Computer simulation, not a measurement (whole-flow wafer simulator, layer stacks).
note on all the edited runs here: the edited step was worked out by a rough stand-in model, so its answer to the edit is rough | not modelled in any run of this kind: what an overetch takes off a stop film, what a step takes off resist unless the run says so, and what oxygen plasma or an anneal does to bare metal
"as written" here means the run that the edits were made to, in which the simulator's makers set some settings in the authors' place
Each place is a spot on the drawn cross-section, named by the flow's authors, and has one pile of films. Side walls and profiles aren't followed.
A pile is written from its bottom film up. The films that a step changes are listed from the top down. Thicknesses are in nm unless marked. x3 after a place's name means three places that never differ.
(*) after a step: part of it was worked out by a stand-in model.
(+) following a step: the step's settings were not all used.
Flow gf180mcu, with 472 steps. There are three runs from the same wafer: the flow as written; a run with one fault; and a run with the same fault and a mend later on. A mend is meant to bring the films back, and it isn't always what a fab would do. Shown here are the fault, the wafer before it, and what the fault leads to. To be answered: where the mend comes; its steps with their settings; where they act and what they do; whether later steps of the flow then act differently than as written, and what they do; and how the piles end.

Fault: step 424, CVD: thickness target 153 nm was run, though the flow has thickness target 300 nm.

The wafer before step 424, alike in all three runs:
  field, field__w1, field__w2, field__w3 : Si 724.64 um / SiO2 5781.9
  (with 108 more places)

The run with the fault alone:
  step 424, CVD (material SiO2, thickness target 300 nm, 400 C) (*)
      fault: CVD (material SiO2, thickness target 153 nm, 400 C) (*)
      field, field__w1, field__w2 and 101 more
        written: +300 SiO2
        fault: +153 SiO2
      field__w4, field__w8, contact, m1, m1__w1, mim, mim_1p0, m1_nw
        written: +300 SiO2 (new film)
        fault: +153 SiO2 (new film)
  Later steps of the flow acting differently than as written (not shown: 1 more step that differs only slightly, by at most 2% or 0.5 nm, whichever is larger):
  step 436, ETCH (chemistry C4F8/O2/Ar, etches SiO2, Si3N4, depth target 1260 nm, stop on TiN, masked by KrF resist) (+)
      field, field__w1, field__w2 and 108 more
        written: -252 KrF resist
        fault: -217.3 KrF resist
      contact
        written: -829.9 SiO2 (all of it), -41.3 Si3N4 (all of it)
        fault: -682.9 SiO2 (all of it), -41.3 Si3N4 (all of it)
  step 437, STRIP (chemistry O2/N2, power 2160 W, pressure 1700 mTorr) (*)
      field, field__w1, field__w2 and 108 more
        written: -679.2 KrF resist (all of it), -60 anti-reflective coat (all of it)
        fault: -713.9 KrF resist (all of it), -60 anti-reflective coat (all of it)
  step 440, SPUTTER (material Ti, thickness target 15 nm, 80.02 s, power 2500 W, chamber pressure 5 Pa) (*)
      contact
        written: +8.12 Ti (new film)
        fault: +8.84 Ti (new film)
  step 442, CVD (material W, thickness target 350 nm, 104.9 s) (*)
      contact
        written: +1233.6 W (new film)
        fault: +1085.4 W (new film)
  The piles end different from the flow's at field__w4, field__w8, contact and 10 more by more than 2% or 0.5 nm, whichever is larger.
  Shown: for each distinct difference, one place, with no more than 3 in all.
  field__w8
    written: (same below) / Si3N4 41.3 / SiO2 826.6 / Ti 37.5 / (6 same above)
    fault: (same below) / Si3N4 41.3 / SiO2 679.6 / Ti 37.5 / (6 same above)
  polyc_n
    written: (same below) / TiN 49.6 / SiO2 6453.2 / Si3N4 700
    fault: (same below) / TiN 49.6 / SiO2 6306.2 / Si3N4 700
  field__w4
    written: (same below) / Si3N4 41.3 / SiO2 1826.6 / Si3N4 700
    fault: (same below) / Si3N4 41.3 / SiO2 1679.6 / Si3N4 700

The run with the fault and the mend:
  The mend stands after step 424.
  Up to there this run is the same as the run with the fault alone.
  step 424a, CVD (material SiO2, thickness target 147 nm, 400 C) (*) (a further turn of the flow's step 424, with different settings)
      field, field__w1, field__w2 and 109 more
        +147 SiO2
  None of the later steps of the flow acts differently than as written at any place that is followed.
  The piles end the same as the flow's at every place that both follow.
